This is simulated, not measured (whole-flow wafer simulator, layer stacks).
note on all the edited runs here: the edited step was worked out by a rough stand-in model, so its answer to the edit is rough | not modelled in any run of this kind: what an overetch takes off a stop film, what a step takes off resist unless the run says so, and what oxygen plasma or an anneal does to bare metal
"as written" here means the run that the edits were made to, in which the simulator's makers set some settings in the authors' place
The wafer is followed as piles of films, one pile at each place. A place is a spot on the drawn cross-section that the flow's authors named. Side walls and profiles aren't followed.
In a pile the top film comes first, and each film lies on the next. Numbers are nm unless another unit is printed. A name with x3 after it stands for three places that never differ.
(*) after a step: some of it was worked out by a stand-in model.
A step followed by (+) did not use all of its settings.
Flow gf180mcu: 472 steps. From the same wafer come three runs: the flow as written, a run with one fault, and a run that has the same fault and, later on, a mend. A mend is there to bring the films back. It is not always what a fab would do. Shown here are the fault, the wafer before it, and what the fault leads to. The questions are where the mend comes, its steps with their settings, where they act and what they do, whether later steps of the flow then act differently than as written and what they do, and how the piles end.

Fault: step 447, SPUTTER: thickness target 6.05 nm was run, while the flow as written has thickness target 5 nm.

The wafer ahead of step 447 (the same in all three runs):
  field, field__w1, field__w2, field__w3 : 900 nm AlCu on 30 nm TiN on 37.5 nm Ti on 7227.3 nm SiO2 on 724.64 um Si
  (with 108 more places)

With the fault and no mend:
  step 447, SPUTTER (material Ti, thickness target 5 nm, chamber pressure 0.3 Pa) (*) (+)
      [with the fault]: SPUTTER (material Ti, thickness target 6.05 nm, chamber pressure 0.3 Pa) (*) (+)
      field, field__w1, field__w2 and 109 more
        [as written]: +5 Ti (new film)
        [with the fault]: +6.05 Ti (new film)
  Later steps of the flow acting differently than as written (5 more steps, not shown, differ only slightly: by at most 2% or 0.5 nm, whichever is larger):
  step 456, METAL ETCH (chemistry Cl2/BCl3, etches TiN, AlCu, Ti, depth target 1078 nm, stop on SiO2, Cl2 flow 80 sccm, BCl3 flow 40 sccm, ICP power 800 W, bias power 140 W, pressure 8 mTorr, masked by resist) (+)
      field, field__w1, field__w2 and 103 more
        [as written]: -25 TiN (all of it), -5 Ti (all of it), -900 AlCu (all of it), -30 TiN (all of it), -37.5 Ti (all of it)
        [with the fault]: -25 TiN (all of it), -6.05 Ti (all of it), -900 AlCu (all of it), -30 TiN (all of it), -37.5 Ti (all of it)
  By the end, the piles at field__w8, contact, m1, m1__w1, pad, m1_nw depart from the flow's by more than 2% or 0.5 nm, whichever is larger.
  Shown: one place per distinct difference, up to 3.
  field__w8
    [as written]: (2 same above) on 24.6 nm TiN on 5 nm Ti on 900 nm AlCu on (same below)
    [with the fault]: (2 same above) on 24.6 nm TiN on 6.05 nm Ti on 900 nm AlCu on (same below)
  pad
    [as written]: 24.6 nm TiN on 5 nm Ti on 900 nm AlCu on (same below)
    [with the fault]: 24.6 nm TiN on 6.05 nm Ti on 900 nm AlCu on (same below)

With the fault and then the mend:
  After step 447 comes the mend.
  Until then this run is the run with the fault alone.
  step 447a, METAL ETCH (chemistry Cl2/BCl3, etches TiN, AlCu, Ti, depth target 1.05 nm, Cl2 flow 80 sccm, BCl3 flow 40 sccm, ICP power 800 W, bias power 140 W, pressure 8 mTorr) (the flow's step 260, run once more with other settings)
      field, field__w1, field__w2 and 109 more
        -1.05 Ti
  Later steps of the flow that are run all act as written at every place that is followed.
  By the end, the piles equal the flow's at every place that both follow.
